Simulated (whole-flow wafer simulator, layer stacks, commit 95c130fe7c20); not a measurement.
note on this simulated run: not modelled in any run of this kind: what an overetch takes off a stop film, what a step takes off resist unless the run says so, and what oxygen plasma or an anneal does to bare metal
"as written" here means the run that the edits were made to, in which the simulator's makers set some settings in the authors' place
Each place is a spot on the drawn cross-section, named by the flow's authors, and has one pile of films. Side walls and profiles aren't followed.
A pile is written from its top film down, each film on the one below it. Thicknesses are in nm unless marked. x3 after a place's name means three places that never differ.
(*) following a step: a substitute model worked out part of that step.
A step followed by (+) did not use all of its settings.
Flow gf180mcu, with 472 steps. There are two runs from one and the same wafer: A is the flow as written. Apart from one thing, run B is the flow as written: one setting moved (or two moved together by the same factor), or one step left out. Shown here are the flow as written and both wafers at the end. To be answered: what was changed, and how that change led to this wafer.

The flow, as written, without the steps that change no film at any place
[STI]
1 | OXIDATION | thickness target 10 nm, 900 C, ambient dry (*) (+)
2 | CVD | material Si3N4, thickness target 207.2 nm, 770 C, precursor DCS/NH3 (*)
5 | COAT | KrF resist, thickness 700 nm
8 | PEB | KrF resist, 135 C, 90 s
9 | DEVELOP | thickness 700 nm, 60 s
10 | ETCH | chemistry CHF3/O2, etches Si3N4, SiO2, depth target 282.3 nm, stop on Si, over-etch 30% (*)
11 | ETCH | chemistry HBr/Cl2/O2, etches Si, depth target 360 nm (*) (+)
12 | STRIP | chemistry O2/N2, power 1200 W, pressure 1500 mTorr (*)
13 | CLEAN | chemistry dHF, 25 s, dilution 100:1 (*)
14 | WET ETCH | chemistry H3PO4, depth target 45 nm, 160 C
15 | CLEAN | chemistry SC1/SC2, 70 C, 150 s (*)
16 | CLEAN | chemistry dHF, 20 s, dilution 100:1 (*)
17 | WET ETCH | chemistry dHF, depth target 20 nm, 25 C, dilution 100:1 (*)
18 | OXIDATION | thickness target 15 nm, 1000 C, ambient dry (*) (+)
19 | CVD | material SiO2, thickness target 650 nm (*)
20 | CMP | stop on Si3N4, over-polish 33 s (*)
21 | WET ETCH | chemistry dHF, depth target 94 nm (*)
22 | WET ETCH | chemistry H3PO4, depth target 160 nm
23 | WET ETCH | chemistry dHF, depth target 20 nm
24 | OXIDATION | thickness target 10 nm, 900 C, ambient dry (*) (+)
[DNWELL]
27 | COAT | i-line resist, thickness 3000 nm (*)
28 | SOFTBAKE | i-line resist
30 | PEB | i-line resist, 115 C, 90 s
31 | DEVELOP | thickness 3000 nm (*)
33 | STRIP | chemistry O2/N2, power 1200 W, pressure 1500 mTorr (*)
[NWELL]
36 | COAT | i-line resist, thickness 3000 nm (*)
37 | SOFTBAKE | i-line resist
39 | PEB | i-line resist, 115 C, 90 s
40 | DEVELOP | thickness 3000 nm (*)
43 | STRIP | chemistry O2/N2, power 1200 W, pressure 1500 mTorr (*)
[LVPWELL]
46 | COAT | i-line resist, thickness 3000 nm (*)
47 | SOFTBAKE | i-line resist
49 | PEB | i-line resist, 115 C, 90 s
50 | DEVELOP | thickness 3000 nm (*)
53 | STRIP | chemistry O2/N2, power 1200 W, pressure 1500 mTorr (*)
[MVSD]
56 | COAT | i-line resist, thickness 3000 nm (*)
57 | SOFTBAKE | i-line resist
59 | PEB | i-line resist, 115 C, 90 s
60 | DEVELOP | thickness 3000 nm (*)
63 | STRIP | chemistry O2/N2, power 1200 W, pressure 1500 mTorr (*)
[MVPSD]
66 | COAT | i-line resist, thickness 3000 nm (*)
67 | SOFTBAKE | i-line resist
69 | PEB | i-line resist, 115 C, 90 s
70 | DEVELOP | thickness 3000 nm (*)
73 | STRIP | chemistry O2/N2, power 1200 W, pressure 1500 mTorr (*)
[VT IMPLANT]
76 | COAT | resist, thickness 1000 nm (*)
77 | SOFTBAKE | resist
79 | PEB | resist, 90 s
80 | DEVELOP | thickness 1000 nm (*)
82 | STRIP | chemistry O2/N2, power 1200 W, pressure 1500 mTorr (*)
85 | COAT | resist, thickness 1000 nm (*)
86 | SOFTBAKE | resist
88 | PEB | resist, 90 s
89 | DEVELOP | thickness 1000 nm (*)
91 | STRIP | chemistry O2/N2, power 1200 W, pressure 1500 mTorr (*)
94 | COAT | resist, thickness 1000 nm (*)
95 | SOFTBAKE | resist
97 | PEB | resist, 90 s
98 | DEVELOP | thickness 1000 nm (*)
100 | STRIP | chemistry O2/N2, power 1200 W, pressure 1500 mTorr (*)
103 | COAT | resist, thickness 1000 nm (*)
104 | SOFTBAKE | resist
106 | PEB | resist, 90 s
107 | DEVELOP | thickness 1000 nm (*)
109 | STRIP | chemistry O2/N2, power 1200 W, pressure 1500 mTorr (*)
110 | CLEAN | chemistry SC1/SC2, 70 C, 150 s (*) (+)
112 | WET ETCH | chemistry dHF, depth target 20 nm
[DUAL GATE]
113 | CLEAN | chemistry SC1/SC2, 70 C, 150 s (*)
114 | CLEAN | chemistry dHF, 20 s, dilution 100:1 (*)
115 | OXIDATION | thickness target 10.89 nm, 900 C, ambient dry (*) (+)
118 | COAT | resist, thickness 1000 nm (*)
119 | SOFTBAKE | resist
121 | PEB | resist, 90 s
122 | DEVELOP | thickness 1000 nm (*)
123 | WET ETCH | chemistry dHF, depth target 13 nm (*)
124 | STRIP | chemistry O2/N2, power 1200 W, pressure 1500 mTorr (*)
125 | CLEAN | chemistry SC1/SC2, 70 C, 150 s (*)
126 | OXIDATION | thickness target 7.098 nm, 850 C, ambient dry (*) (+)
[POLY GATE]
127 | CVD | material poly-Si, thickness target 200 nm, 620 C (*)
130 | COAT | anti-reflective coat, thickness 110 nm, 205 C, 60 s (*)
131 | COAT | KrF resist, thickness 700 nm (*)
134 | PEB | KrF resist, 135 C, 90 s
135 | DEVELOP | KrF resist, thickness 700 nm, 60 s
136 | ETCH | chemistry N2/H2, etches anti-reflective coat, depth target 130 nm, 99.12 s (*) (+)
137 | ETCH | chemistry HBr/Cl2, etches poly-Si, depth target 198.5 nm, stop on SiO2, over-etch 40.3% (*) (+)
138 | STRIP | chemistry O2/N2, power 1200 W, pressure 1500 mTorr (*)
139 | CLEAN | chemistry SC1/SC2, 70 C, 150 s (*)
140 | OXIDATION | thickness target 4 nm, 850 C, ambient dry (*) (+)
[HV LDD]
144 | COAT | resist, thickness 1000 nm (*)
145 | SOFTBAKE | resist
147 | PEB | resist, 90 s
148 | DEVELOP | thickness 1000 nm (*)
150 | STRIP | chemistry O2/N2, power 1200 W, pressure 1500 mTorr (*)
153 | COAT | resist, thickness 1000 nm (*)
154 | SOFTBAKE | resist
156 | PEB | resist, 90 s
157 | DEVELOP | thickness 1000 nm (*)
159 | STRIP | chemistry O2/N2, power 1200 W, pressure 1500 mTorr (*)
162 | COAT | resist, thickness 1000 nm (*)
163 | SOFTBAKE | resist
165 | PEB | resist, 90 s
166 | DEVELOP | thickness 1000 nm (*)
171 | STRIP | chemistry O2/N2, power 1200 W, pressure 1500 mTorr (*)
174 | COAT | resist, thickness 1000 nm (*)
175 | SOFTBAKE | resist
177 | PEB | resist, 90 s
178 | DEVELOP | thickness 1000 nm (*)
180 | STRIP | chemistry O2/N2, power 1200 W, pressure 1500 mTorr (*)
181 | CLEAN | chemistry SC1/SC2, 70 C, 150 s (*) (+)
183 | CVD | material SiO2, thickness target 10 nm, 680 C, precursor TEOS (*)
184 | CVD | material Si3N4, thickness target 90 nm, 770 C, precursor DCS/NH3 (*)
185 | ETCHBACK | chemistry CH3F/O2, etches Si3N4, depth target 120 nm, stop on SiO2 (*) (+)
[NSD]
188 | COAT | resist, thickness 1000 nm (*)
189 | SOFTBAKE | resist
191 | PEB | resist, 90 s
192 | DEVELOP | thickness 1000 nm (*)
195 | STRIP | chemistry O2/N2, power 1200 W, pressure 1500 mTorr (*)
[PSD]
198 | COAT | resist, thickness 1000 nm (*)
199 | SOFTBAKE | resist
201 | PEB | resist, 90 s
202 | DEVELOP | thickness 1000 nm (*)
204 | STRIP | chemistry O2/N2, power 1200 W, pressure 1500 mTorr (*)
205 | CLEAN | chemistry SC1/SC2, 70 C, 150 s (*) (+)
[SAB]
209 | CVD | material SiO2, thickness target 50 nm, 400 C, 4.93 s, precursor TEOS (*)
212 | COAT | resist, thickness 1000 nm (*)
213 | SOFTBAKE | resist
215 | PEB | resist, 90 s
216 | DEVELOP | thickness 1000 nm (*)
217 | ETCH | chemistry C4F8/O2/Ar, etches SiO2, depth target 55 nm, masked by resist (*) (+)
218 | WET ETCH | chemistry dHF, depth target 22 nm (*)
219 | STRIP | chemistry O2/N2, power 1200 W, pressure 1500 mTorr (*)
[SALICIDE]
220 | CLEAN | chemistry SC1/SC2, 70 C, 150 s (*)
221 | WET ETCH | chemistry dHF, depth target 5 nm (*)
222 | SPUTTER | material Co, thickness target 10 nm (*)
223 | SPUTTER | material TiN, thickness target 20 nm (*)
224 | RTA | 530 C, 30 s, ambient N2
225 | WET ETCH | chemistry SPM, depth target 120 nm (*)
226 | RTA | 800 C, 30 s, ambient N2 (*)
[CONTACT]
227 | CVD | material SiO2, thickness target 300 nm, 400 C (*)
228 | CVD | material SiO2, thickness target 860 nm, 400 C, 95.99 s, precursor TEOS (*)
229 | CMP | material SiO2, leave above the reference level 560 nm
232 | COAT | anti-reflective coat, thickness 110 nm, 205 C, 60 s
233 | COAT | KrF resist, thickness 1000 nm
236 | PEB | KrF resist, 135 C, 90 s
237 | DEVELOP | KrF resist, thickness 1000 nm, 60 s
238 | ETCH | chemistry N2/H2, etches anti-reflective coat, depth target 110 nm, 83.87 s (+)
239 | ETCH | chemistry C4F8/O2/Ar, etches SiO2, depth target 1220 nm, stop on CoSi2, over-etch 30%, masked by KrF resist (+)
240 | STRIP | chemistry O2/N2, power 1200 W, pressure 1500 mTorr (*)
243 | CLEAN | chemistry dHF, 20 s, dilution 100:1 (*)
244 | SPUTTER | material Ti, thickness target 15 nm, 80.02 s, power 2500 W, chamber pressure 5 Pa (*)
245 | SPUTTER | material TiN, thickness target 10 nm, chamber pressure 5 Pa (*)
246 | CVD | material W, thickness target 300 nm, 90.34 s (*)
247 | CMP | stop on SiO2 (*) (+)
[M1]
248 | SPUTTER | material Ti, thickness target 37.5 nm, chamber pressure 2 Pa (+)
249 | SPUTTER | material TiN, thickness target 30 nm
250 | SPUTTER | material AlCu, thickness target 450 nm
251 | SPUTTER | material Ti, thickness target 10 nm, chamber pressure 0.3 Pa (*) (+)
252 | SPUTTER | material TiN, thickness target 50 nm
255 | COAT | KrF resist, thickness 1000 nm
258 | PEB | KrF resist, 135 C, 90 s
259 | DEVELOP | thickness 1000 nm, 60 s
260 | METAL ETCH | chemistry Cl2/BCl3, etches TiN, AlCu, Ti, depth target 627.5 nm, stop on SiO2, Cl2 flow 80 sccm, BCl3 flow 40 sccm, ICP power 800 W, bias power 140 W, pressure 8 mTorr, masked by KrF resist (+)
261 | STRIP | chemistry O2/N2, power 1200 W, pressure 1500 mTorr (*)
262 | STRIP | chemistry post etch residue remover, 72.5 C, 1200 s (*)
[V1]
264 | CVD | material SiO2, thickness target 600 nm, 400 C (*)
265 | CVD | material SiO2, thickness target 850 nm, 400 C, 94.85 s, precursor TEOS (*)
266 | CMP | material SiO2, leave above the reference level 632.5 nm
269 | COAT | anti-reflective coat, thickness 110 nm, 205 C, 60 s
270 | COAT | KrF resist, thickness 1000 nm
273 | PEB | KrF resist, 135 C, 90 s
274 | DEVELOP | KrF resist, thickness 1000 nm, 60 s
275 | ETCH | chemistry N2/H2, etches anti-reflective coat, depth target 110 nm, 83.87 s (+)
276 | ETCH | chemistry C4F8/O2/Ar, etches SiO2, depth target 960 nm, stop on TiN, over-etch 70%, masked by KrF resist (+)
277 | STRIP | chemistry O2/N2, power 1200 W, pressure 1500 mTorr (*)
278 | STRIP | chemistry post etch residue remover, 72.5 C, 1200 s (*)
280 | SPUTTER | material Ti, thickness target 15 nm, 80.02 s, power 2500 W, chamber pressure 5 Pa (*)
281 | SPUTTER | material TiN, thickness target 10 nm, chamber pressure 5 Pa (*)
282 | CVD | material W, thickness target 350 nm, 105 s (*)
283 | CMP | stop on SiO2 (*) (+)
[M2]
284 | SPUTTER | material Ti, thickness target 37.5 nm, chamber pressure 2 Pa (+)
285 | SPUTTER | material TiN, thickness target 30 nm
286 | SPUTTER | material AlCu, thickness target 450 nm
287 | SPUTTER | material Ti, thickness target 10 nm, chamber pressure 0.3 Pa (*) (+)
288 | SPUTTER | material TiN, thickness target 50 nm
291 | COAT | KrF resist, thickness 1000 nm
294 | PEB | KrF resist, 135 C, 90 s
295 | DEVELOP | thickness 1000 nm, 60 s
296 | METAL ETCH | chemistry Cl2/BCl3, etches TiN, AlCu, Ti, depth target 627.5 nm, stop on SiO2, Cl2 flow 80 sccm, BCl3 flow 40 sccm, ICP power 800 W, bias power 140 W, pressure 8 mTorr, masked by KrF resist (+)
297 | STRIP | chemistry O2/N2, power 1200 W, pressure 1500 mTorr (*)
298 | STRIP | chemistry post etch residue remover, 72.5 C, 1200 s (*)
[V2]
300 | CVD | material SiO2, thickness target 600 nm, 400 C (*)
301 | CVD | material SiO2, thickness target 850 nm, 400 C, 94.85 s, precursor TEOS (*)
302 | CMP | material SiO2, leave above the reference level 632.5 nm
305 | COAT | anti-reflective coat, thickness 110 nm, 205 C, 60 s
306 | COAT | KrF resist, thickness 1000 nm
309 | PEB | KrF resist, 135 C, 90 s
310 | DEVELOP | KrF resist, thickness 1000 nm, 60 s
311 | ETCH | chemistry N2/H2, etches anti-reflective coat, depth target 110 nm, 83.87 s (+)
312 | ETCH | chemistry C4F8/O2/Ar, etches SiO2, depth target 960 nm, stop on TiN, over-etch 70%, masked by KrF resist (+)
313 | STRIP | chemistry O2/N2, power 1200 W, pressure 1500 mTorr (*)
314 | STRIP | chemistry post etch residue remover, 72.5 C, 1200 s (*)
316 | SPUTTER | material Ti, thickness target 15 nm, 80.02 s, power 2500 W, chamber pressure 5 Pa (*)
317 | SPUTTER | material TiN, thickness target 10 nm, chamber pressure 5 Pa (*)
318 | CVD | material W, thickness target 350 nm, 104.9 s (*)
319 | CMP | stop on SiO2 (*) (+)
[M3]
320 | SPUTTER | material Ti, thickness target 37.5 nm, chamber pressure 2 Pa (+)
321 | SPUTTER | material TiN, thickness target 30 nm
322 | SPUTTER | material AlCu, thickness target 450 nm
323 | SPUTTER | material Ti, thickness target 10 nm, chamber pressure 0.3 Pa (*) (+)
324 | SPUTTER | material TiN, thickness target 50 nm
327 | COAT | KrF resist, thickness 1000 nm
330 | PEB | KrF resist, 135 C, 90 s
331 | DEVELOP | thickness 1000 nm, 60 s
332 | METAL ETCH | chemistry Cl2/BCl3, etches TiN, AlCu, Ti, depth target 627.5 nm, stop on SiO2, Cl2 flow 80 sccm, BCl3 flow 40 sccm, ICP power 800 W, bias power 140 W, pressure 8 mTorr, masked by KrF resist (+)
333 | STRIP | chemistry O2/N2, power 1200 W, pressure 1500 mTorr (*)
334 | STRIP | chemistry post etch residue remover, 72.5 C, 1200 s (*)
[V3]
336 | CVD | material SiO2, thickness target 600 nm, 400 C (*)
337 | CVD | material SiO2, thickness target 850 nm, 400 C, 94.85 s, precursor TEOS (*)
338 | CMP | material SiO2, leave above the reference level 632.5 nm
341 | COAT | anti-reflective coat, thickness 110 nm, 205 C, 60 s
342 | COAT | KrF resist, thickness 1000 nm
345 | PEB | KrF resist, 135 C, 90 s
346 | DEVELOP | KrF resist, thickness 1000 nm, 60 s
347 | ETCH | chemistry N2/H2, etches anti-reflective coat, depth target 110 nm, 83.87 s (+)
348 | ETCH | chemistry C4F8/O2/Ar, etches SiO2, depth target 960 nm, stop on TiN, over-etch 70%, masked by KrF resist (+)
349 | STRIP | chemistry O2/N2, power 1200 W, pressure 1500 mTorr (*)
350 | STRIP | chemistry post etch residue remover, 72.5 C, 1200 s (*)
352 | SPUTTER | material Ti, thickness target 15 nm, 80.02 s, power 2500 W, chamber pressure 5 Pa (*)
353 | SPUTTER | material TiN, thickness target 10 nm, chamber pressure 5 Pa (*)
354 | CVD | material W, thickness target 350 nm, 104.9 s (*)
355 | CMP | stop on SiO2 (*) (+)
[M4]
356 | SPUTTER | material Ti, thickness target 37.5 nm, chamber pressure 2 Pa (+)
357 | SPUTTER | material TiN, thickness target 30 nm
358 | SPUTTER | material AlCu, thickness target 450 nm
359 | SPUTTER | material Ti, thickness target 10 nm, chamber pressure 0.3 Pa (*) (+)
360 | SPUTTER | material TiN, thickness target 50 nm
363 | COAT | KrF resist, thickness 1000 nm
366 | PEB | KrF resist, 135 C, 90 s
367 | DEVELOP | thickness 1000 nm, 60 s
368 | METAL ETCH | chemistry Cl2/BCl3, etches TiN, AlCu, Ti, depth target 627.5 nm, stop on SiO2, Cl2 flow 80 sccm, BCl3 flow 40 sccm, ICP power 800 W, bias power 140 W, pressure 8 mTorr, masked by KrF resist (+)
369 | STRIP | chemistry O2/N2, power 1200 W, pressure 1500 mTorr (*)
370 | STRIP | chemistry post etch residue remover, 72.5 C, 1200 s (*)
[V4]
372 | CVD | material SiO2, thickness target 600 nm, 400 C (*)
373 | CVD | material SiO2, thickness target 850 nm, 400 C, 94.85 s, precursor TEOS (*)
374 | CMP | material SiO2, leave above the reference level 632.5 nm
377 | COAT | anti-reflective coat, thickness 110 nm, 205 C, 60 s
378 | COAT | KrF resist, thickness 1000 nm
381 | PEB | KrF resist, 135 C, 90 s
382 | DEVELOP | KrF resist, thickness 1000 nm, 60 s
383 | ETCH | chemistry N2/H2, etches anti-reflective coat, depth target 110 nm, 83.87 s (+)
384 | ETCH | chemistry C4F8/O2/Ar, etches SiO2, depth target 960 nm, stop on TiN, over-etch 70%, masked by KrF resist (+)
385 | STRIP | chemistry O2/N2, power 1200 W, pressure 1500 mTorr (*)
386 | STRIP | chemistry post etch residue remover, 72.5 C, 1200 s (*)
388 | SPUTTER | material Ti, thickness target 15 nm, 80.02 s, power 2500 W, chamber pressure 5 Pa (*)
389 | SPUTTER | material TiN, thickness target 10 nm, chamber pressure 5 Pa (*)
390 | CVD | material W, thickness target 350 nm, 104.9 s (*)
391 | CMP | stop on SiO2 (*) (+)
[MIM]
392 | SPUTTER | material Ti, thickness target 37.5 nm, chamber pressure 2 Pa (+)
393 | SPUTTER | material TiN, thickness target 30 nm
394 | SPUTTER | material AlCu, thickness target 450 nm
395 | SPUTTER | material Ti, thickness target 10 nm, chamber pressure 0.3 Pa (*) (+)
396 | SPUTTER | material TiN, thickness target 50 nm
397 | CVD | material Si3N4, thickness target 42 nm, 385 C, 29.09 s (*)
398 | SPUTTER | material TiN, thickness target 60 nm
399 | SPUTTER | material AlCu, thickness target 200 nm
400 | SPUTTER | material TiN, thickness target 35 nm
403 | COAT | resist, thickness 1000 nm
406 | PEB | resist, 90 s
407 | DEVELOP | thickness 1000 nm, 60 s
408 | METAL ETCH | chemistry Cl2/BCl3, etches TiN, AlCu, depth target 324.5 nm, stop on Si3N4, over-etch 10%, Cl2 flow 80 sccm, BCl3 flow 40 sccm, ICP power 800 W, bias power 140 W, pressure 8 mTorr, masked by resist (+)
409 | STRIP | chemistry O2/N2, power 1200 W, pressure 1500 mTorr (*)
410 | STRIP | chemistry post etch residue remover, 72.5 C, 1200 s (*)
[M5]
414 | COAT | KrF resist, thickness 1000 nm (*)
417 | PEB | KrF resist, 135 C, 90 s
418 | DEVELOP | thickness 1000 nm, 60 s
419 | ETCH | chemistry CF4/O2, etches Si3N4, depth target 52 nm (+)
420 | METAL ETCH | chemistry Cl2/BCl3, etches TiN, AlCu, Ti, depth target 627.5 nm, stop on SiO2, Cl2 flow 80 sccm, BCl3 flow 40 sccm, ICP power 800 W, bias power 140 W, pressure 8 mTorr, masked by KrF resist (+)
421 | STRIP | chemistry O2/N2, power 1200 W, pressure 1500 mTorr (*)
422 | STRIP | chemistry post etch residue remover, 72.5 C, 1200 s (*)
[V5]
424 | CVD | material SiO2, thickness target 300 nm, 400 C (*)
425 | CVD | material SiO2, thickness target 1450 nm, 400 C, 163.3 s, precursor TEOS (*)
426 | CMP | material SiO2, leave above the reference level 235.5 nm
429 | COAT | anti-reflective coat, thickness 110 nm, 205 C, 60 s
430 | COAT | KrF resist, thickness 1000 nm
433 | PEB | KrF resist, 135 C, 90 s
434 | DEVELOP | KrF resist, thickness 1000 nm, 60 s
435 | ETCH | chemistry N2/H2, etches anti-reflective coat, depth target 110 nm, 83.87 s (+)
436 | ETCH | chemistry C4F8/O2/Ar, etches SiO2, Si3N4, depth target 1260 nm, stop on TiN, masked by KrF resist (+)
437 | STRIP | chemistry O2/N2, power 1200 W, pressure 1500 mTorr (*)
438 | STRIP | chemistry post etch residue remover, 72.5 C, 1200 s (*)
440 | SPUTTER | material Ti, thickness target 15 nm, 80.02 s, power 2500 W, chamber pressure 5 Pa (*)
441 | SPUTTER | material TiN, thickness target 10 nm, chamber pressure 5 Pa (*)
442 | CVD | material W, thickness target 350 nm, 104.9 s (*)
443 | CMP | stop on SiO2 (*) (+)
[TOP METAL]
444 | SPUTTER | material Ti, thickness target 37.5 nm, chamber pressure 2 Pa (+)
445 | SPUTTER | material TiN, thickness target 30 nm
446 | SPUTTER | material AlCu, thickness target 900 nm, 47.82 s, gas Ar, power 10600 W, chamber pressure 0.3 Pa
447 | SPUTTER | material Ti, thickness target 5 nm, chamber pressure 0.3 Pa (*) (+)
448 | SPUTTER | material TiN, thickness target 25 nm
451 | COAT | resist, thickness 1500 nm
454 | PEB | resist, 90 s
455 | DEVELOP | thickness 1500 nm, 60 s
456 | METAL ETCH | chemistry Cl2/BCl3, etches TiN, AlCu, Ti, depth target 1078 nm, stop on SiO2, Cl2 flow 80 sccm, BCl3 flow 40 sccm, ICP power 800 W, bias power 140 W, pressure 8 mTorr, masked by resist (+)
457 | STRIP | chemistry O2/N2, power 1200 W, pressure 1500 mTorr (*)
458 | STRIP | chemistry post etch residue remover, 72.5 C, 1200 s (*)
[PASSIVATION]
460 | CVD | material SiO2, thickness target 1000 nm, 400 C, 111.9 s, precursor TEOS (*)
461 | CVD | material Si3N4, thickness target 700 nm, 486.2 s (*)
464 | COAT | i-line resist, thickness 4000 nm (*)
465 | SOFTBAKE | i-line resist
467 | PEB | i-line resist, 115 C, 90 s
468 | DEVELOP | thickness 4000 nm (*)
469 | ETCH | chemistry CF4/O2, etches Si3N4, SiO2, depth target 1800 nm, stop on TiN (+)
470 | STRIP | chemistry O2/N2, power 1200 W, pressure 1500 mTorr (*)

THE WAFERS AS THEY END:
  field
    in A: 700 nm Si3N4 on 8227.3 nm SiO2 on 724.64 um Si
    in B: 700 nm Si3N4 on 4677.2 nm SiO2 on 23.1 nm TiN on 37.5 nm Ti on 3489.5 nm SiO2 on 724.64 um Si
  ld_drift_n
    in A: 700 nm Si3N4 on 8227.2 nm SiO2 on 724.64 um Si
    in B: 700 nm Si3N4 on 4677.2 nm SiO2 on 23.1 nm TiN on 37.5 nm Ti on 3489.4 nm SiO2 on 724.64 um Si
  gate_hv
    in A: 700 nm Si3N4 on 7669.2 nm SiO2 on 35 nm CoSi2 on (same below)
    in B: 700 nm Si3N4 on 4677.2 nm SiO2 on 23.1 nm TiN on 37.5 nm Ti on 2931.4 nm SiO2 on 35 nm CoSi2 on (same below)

Cause: step 332, METAL ETCH: depth target 516.5 nm was run, whereas the flow has depth target 627.5 nm.

How this came from the change, step by step:
  332 | METAL ETCH | chemistry Cl2/BCl3, etches TiN, AlCu, Ti, depth target 627.5 nm, stop on SiO2, Cl2 flow 80 sccm, BCl3 flow 40 sccm, ICP power 800 W, bias power 140 W, pressure 8 mTorr, masked by KrF resist (+)
      field, field__w1, field__w2 and 103 more: A TiN loses 50 (all of it), Ti loses 10 (all of it), AlCu loses 450 (all of it), TiN loses 30 (all of it), Ti loses 37.5 (all of it) | B TiN loses 50 (all of it), Ti loses 10 (all of it), AlCu loses 450 (all of it), TiN loses 6.5
      field__w8, contact, m1, m1__w1, m1_nw: A KrF resist loses 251 | B KrF resist loses 206.6
  333 | STRIP | chemistry O2/N2, power 1200 W, pressure 1500 mTorr (*)
      field__w8, contact, m1, m1__w1, m1_nw: A KrF resist loses 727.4 (all of it) | B KrF resist loses 771.8 (all of it)
  336 | CVD | material SiO2, thickness target 600 nm, 400 C (*)
      field, field__w1, field__w2 and 103 more: A SiO2 gains 600 | B SiO2 gains 600 (new film)
  338 | CMP | material SiO2, leave above the reference level 632.5 nm
      field, field__w1, field__w2 and 103 more: A SiO2 loses 300 | B SiO2 loses 360.6
With metal films that touch counted as one body, field has 1 body; the flow as written gives 0 bodies.
With metal films that touch counted as one body, ld_drift_n has 1 body; the flow as written gives 0 bodies.
With metal films that touch counted as one body, gate_hv has 2 bodies (between them, from the top down: SiO2 2931.4); the flow as written gives 1 body.
